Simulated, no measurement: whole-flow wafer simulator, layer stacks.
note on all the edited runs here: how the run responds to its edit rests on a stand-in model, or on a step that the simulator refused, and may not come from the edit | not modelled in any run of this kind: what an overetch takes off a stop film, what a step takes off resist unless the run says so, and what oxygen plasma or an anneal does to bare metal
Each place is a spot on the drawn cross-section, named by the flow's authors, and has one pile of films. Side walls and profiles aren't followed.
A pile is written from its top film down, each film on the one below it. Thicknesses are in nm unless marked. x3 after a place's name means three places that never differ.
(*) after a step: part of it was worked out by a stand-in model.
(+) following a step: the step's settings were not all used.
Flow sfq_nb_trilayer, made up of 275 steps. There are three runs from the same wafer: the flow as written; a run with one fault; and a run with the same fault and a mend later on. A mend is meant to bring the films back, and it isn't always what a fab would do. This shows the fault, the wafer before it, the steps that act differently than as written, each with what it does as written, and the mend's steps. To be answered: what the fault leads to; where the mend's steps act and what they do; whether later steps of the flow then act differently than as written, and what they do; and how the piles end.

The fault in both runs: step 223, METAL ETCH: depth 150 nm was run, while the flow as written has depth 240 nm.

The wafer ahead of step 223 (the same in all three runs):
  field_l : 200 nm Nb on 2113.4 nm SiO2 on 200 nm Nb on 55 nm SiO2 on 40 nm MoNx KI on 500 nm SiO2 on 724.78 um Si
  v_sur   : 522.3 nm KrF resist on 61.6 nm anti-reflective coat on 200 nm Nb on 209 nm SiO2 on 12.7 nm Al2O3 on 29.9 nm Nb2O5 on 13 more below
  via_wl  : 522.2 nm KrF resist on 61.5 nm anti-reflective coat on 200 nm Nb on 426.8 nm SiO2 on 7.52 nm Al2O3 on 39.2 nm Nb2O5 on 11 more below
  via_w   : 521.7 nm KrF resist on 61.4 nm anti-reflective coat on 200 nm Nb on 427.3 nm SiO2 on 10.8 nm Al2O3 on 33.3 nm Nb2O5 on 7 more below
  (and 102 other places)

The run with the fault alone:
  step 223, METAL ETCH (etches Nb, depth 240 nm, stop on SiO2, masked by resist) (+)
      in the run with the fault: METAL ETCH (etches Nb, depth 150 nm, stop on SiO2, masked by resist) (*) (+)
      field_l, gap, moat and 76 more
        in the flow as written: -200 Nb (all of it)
        in the run with the fault: -150 Nb
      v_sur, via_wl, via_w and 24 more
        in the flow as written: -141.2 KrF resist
        in the run with the fault: -88.2 KrF resist
  Steps further on in the flow that do not act as written:
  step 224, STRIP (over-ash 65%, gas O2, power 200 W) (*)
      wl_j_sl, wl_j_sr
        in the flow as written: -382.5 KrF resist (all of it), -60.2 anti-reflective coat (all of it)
        in the run with the fault: -435.5 KrF resist (all of it), -60.2 anti-reflective coat (all of it)
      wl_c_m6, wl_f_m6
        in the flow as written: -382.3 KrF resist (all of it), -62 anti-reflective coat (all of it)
        in the run with the fault: -435.2 KrF resist (all of it), -62 anti-reflective coat (all of it)
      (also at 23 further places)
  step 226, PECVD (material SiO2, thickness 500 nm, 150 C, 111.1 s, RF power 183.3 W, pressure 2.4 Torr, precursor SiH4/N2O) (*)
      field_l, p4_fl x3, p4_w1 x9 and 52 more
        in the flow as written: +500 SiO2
        in the run with the fault: +500 SiO2 (new film)
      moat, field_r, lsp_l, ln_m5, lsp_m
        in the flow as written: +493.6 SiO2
        in the run with the fault: +500 SiO2 (new film)
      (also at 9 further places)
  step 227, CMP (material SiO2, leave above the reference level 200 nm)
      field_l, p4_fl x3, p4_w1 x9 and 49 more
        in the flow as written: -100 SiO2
        in the run with the fault: -150 SiO2
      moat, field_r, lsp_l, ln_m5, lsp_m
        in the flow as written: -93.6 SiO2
        in the run with the fault: -150 SiO2
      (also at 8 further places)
  The piles end different from the flow's at field_l, gap, moat and 76 more by more than 2% or 0.5 nm, whichever is larger.
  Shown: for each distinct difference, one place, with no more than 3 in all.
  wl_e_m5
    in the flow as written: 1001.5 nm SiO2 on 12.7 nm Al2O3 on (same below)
    in the run with the fault: 742.5 nm SiO2 on 50 nm Nb on 209 nm SiO2 on 12.7 nm Al2O3 on (same below)
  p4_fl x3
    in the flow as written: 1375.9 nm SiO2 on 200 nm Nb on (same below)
    in the run with the fault: 742.5 nm SiO2 on 50 nm Nb on 583.4 nm SiO2 on 200 nm Nb on (same below)
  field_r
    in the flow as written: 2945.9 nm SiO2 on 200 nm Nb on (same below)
    in the run with the fault: 742.5 nm SiO2 on 50 nm Nb on 2153.4 nm SiO2 on 200 nm Nb on (same below)

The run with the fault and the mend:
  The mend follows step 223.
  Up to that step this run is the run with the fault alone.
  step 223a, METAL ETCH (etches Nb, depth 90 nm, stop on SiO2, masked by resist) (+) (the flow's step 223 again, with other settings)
      field_l, gap, moat and 76 more
        -50 Nb (all of it)
      v_sur, via_wl, via_w and 24 more
        -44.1 KrF resist
  Steps further on in the flow that do not act as written:
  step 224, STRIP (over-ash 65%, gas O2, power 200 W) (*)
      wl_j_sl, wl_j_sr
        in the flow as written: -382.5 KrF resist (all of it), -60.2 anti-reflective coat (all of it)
        in the run with the mend: -391.3 KrF resist (all of it), -60.2 anti-reflective coat (all of it)
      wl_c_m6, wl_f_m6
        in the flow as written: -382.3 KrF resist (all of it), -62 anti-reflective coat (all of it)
        in the run with the mend: -391.1 KrF resist (all of it), -62 anti-reflective coat (all of it)
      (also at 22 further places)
  The piles end the same as the flow's at every place that both follow.
